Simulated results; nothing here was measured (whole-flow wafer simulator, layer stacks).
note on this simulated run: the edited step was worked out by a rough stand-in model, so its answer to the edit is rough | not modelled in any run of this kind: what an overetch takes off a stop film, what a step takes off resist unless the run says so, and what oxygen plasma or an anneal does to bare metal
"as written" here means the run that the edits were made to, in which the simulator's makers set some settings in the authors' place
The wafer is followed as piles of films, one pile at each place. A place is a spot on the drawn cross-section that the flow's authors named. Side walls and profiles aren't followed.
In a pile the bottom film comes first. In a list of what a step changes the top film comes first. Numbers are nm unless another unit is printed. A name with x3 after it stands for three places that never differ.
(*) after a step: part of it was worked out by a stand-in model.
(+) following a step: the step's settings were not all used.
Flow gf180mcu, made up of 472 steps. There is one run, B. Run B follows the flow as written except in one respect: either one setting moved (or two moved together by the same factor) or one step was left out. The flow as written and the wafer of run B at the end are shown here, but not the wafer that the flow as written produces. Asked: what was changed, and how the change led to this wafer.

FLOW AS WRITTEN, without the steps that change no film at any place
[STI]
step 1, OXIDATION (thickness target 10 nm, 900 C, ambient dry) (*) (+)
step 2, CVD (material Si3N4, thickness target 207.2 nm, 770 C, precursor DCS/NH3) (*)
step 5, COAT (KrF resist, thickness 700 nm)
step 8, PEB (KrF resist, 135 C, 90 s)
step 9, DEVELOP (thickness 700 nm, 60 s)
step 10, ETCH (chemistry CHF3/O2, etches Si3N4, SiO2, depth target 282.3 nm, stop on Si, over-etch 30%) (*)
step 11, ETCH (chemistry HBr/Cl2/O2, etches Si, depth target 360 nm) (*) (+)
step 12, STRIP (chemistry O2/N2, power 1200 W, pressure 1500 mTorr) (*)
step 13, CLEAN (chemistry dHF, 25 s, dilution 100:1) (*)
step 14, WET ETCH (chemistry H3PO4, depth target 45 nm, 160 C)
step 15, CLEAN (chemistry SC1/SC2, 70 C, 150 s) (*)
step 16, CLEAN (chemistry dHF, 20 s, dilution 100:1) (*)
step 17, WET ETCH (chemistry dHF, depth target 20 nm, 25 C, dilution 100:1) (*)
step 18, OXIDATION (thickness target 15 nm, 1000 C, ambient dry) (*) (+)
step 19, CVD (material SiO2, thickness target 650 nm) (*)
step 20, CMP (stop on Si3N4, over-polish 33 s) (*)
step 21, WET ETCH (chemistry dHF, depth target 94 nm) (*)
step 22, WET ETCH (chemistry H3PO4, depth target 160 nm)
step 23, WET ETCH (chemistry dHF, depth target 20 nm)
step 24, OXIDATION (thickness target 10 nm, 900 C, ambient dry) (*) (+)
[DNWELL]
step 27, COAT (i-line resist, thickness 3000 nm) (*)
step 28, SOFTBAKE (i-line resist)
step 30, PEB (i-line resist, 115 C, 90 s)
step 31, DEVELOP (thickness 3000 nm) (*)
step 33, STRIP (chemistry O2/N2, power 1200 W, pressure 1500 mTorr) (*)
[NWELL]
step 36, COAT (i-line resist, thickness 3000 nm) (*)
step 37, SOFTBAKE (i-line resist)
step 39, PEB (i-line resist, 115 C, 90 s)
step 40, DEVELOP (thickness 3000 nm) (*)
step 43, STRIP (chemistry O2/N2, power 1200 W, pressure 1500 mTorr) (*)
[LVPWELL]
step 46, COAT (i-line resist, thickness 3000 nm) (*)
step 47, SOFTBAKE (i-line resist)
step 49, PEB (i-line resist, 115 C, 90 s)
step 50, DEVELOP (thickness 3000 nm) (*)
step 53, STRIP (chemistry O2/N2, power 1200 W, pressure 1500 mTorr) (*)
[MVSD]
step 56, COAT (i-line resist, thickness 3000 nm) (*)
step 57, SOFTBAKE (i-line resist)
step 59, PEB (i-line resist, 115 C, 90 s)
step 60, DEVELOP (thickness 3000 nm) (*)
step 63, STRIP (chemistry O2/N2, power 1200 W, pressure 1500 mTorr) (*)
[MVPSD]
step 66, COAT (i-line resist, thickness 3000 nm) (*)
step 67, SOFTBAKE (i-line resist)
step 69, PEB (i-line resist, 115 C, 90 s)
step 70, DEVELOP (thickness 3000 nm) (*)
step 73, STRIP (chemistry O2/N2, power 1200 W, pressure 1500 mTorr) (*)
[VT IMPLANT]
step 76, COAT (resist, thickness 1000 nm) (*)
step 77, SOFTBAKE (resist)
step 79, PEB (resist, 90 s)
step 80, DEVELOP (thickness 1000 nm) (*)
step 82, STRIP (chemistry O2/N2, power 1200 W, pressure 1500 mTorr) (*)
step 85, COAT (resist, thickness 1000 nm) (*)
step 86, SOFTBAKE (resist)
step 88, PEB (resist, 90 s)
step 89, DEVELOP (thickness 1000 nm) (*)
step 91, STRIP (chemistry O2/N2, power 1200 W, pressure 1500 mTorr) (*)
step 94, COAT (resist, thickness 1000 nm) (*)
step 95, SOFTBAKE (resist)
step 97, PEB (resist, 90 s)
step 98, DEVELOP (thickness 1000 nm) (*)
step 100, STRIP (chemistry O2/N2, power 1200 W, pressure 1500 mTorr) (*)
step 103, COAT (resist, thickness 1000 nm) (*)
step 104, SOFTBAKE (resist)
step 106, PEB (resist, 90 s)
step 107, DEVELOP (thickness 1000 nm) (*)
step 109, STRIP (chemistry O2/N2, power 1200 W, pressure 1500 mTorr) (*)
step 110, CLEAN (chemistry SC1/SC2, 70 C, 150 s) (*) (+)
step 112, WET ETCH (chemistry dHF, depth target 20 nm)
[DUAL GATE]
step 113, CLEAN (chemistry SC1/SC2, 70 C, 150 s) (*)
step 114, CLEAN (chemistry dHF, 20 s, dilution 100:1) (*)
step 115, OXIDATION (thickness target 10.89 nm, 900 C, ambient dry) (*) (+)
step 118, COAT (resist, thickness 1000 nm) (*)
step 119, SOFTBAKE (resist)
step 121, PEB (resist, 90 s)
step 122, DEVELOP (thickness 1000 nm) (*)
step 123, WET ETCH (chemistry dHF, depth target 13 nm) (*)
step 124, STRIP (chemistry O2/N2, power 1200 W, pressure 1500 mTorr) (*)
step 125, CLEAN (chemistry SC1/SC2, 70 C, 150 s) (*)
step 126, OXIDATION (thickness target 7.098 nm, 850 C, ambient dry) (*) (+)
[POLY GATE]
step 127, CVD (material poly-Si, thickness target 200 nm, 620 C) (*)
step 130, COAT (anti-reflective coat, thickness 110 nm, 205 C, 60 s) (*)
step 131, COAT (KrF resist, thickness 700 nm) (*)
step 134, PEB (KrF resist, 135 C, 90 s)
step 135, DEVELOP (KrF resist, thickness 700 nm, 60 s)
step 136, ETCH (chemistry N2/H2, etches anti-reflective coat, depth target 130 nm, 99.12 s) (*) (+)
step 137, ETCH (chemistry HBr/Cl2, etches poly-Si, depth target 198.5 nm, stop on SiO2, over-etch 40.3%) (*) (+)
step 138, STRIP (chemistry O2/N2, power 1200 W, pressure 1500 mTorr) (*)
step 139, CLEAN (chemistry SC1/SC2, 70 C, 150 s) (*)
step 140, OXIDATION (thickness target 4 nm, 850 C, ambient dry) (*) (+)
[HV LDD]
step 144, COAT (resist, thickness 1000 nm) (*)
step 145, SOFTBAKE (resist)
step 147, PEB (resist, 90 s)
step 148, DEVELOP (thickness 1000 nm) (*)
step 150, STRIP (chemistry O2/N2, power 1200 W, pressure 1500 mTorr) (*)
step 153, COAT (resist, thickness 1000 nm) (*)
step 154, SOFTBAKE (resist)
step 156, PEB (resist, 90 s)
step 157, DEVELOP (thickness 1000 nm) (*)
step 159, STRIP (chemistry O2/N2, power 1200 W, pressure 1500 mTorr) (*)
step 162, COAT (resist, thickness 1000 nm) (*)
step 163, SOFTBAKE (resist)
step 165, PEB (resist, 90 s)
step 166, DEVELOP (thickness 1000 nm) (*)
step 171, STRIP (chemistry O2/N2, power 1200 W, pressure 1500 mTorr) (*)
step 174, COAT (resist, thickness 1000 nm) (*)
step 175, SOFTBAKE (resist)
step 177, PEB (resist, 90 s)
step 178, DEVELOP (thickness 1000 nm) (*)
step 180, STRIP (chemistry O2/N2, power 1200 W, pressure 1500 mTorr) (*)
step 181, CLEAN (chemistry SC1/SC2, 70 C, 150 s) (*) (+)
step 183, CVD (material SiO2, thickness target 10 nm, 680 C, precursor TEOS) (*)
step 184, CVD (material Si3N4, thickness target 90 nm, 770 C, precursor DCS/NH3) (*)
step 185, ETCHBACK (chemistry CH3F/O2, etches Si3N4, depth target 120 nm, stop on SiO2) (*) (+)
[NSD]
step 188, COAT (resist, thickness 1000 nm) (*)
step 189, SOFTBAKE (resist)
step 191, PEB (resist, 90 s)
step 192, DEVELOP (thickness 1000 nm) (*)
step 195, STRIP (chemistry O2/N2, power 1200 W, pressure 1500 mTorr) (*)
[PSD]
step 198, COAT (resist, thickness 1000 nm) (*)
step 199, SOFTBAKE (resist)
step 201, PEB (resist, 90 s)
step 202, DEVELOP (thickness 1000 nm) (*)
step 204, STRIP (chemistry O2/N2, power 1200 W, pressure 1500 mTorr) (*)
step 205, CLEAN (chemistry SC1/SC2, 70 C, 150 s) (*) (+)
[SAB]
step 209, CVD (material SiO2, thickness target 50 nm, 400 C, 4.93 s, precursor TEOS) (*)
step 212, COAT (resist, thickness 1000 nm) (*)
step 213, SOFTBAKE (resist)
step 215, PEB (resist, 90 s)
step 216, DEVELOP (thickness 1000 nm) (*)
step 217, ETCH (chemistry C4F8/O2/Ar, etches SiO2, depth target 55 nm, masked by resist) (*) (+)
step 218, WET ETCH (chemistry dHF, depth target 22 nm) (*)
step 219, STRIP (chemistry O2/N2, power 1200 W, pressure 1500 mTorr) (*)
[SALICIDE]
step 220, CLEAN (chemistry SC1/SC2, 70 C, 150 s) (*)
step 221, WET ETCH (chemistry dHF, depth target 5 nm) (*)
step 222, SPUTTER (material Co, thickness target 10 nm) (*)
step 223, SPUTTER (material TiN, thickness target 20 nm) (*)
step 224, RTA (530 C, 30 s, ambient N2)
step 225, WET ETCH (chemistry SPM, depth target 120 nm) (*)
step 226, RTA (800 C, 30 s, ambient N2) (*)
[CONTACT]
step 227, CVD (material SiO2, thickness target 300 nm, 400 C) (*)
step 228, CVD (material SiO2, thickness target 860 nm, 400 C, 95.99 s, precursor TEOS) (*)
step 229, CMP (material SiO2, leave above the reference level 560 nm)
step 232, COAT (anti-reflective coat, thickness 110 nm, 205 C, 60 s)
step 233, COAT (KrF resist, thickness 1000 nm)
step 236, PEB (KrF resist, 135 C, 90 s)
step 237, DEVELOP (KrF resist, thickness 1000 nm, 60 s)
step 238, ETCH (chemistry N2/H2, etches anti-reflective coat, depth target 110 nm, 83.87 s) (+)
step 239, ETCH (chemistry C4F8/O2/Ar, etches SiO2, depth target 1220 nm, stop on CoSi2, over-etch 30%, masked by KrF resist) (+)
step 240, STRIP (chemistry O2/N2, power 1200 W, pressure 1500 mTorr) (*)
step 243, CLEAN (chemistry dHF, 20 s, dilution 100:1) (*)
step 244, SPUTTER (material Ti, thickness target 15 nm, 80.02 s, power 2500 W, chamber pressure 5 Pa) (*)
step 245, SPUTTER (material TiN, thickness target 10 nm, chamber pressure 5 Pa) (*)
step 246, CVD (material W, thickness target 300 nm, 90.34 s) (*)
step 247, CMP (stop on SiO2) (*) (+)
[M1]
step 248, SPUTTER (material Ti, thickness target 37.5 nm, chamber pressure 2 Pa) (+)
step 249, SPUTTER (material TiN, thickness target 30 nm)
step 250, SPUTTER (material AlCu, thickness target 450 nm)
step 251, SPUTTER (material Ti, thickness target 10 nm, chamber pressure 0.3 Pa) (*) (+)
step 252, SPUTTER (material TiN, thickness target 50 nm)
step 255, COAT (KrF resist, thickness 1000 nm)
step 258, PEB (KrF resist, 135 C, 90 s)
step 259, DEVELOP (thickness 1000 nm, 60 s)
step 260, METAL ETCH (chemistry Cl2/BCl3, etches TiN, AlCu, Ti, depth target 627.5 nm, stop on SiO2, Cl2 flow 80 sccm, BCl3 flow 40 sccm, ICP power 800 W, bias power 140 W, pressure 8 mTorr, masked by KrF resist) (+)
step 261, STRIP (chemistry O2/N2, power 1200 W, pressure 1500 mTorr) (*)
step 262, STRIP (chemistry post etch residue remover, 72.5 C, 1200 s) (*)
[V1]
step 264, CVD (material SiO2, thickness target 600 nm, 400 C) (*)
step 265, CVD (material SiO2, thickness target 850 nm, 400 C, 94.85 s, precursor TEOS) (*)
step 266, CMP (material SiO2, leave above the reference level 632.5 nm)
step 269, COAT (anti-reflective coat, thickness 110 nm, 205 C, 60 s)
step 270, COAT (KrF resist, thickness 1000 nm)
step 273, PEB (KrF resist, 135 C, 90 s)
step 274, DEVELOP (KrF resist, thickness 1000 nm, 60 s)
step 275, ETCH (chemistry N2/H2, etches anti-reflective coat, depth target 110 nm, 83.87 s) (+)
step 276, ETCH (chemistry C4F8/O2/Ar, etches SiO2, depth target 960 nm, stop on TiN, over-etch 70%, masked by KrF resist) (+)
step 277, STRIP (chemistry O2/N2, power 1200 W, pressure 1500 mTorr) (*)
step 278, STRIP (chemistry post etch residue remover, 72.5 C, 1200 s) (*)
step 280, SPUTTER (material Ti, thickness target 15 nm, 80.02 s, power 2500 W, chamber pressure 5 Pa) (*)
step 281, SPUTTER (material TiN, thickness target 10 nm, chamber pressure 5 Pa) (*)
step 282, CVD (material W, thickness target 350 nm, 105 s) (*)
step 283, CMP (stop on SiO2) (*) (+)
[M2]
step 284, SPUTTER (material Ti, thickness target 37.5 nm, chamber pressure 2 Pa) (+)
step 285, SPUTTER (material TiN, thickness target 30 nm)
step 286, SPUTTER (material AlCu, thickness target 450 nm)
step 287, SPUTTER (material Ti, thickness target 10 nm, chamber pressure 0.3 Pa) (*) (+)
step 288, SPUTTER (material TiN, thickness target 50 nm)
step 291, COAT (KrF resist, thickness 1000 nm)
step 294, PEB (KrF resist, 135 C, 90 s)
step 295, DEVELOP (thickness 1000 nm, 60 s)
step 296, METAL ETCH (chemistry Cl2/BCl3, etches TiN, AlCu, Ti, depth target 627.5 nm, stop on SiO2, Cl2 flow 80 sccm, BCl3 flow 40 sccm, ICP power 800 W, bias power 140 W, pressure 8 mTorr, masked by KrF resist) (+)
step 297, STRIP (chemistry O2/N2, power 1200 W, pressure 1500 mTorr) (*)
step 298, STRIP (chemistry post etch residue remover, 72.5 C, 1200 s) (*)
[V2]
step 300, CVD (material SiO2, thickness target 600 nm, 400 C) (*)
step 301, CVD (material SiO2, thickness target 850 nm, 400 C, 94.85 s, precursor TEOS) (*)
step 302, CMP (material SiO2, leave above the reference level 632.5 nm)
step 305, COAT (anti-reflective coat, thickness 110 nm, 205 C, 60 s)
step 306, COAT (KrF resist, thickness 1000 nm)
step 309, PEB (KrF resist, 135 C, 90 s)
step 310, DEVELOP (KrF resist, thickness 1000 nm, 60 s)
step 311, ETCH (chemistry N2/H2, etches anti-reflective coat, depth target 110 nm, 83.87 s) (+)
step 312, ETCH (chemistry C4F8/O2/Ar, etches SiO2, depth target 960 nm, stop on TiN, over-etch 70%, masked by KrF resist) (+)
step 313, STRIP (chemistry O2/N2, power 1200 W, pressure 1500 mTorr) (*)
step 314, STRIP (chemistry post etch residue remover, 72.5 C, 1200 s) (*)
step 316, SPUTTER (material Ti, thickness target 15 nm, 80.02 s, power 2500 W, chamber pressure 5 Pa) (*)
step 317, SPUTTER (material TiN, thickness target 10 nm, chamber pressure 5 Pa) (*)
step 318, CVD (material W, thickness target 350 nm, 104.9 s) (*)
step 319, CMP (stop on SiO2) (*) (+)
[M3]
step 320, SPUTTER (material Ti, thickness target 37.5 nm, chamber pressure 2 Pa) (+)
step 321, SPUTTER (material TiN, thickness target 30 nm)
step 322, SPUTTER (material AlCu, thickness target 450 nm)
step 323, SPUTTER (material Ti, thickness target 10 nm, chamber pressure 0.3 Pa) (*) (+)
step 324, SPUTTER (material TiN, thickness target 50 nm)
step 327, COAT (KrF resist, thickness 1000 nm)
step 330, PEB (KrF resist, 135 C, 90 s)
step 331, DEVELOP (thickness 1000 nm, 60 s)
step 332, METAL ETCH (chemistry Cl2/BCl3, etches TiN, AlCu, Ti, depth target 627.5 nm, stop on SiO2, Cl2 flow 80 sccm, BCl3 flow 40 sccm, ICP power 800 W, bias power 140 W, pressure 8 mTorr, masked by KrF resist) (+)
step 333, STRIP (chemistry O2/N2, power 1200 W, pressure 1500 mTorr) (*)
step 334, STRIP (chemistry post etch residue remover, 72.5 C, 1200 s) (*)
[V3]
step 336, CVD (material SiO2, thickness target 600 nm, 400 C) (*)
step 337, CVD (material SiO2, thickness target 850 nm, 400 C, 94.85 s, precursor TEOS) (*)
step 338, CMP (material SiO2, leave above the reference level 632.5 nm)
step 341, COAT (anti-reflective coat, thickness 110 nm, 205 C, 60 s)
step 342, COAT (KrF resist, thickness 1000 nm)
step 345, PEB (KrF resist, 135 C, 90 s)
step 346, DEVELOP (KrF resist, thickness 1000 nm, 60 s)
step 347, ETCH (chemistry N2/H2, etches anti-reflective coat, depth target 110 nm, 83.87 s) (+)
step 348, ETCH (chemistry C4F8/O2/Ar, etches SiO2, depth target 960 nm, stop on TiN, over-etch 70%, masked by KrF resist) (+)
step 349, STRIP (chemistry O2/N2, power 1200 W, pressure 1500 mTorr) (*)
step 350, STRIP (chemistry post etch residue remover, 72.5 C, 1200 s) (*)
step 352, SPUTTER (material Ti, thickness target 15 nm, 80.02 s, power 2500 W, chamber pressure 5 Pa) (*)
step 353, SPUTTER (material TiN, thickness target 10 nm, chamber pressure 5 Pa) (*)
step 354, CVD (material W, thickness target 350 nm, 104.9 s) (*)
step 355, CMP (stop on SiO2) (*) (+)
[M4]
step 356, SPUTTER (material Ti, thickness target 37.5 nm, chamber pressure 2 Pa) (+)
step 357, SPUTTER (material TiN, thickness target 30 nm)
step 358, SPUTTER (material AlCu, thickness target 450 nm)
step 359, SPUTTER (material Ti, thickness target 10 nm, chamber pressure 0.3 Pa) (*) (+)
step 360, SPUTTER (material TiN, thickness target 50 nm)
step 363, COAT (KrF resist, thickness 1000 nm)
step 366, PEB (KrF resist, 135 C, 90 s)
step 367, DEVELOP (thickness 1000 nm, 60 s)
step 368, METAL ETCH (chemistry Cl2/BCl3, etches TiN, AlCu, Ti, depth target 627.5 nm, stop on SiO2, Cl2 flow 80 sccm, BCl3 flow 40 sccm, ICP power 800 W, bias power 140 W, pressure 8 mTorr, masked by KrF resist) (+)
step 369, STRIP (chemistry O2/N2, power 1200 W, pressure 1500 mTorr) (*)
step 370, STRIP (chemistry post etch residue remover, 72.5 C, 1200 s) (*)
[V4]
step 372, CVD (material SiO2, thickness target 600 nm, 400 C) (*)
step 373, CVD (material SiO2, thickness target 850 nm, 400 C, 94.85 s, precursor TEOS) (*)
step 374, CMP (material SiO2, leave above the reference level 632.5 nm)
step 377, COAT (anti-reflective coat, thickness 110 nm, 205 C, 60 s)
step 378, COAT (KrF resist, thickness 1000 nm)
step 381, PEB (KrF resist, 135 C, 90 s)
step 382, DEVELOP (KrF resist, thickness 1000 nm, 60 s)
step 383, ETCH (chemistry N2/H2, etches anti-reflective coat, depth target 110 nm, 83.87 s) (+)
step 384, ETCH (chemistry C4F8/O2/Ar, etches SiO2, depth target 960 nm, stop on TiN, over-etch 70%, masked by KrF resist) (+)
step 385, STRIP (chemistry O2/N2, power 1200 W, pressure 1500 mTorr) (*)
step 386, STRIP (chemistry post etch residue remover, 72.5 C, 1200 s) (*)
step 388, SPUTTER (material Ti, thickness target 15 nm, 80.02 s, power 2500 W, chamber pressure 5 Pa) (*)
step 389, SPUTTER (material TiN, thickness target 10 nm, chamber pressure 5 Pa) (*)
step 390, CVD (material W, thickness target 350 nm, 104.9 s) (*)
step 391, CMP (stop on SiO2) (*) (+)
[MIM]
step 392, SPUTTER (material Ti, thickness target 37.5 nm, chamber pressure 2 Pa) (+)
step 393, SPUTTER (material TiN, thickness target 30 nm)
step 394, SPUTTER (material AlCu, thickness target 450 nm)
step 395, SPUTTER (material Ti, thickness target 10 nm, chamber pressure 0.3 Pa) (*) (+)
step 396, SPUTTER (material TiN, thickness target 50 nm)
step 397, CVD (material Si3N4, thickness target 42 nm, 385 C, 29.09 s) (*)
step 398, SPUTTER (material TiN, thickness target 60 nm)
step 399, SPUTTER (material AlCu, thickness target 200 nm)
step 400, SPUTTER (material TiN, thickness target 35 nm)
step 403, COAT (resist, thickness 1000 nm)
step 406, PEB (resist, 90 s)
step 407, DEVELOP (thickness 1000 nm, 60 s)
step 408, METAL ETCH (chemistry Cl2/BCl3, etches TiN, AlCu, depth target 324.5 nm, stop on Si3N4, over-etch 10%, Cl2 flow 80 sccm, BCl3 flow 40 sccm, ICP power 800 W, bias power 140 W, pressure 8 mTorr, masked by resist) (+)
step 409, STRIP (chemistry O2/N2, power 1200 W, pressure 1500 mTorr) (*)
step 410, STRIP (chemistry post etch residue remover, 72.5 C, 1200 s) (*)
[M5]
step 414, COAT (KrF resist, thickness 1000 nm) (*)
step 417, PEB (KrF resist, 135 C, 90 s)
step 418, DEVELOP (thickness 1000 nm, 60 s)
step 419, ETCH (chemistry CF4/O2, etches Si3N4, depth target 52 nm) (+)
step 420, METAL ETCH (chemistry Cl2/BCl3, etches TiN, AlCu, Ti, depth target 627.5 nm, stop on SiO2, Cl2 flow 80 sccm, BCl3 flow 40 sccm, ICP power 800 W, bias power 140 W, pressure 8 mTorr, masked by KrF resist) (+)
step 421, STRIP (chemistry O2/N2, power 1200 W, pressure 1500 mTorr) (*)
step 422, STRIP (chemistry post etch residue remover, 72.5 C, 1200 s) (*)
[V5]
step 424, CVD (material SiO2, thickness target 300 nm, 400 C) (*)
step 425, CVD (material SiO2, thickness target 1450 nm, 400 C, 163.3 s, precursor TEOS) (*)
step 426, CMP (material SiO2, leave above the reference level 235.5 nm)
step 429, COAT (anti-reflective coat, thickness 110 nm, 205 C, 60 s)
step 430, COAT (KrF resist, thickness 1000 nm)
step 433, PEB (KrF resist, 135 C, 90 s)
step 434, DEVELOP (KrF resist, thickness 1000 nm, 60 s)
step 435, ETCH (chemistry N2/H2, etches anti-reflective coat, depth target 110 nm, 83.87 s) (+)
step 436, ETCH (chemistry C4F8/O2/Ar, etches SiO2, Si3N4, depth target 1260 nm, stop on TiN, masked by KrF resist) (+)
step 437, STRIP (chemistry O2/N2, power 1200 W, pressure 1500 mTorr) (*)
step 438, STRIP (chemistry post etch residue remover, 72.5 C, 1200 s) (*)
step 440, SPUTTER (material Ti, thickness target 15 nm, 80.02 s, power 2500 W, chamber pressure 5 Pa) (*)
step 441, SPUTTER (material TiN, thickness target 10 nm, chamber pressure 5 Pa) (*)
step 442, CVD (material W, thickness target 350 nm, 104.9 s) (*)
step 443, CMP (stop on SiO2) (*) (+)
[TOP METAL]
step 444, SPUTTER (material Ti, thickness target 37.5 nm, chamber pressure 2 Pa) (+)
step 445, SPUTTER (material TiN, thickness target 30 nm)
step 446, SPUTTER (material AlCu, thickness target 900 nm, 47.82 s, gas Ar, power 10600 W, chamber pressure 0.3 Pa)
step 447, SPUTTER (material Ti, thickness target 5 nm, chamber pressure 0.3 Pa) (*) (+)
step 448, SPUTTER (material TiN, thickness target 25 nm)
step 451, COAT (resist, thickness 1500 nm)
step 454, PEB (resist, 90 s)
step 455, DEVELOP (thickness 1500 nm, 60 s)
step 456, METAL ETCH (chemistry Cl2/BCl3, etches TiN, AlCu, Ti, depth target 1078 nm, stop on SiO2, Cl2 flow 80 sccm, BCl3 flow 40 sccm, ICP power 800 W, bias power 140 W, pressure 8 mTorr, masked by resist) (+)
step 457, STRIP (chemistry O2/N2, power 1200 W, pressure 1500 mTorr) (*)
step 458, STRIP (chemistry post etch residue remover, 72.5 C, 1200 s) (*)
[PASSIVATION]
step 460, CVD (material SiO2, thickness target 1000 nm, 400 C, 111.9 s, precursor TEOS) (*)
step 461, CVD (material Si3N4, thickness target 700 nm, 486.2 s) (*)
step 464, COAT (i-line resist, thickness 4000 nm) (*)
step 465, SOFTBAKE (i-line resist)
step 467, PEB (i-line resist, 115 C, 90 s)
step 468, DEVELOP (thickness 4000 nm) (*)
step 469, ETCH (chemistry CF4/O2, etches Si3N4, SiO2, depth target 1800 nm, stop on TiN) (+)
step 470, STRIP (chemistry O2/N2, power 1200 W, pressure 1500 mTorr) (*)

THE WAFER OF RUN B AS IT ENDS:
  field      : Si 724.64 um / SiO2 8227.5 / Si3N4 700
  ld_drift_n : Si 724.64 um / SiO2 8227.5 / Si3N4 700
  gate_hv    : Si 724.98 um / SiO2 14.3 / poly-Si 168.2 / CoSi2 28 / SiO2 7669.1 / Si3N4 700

What caused this: step 222, SPUTTER: thickness target 8 nm was run, whereas the flow has thickness target 10 nm.

The path from the change to this, step by step:
  step 222, SPUTTER (material Co, thickness target 10 nm) (*)
      field, field__w7, field__w8 and 71 more: Co gains 8 (new film) (as written it would have been: Co gains 10 (new film))
      field__w6, field_sub, field_sub__w2: Co gains 7.96 (new film) (as written it would have been: Co gains 9.95 (new film))
      (and at 34 other places as well)
  step 224, RTA (530 C, 30 s, ambient N2)
      gate, gate_hv, gate_p and 22 more: under 1 film: CoSi gains 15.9 (new film), Co loses 8 (all of it), poly-Si loses 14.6 (as written it would have been: under 1 film: CoSi gains 19.9 (new film), Co loses 10 (all of it), poly-Si loses 18.2)
      active, p_well, sd_n and 11 more: under 1 film: CoSi gains 15.9 (new film), Co loses 8 (all of it), Si loses 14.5 (as written it would have been: under 1 film: CoSi gains 19.9 (new film), Co loses 10 (all of it), Si loses 18.1)
      (and at 10 other places as well)
  step 225, WET ETCH (chemistry SPM, depth target 120 nm) (*)
      field, field__w7, field__w8 and 32 more: TiN loses 20 (all of it), Co loses 8 (all of it) (as written it would have been: TiN loses 20 (all of it), Co loses 10 (all of it))
      field__w9, nw_enc_fld_lv__w3: TiN loses 19.1 (all of it), Co loses 7.68 (all of it) (as written it would have been: TiN loses 19.1 (all of it), Co loses 9.6 (all of it))
      (and at 25 other places as well)
  step 226, RTA (800 C, 30 s, ambient N2) (*)
      gate, gate_hv, gate_p and 22 more: CoSi2 gains 28 (new film), CoSi loses 15.9 (all of it), poly-Si loses 14.6 (as written it would have been: CoSi2 gains 35 (new film), CoSi loses 19.9 (all of it), poly-Si loses 18.2)
      active, p_well, sd_n and 11 more: CoSi2 gains 28 (new film), CoSi loses 15.9 (all of it), Si loses 14.5 (as written it would have been: CoSi2 gains 35 (new film), CoSi loses 19.9 (all of it), Si loses 18.1)
      (and at 10 other places as well)
